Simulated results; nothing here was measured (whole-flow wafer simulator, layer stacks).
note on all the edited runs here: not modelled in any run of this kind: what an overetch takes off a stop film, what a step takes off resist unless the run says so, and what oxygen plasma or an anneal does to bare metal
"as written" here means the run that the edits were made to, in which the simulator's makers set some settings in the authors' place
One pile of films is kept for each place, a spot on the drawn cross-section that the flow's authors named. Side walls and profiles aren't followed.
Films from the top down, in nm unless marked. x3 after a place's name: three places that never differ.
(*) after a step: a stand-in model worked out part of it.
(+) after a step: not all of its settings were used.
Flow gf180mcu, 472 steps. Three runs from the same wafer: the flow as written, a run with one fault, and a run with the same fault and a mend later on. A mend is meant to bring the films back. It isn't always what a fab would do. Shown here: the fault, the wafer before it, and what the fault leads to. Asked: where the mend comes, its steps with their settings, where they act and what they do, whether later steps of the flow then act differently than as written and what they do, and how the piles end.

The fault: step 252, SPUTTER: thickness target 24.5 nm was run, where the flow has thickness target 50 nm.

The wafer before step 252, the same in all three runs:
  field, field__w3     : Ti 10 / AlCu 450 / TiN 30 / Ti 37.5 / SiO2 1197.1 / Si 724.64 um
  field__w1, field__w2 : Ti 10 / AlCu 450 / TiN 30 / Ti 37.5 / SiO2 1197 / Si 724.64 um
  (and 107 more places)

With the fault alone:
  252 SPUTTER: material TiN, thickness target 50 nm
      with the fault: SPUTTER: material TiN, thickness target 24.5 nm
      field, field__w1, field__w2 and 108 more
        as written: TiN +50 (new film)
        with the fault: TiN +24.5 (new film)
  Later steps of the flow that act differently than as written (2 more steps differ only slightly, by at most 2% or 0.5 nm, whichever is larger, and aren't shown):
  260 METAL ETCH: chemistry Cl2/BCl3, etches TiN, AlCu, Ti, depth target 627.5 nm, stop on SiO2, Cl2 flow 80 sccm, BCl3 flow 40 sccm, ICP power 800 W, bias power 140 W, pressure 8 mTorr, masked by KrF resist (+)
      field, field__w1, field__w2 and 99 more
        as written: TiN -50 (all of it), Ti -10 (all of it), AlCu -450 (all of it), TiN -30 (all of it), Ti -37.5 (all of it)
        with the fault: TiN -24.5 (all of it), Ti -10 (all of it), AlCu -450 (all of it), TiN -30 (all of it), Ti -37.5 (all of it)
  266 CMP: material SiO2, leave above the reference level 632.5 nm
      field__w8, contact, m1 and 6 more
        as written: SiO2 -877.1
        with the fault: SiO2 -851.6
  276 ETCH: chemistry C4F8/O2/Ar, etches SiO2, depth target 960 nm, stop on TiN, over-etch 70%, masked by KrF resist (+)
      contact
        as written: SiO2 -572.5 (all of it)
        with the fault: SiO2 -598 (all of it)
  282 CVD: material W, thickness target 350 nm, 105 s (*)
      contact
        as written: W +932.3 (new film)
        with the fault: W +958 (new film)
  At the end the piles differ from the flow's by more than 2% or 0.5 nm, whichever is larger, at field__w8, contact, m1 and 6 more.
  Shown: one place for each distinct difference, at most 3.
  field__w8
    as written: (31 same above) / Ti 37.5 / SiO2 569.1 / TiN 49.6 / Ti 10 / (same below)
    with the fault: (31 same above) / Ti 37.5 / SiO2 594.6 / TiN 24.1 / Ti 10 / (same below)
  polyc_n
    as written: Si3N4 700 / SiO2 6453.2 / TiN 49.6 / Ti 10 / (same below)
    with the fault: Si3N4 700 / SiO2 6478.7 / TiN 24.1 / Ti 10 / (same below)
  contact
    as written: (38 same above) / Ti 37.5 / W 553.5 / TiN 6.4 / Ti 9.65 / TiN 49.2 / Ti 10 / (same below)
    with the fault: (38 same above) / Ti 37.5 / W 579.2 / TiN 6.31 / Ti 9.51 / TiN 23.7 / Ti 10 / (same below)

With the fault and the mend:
  The mend comes after step 252.
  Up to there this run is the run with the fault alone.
  252a SPUTTER: material TiN, thickness target 25.5 nm (the flow's step 252 once more, with other settings)
      field, field__w1, field__w2 and 108 more
        TiN +25.5
  No later step of the flow acts differently than as written at any place that is followed.
  At the end the piles are the same as the flow's at every place that both follow.
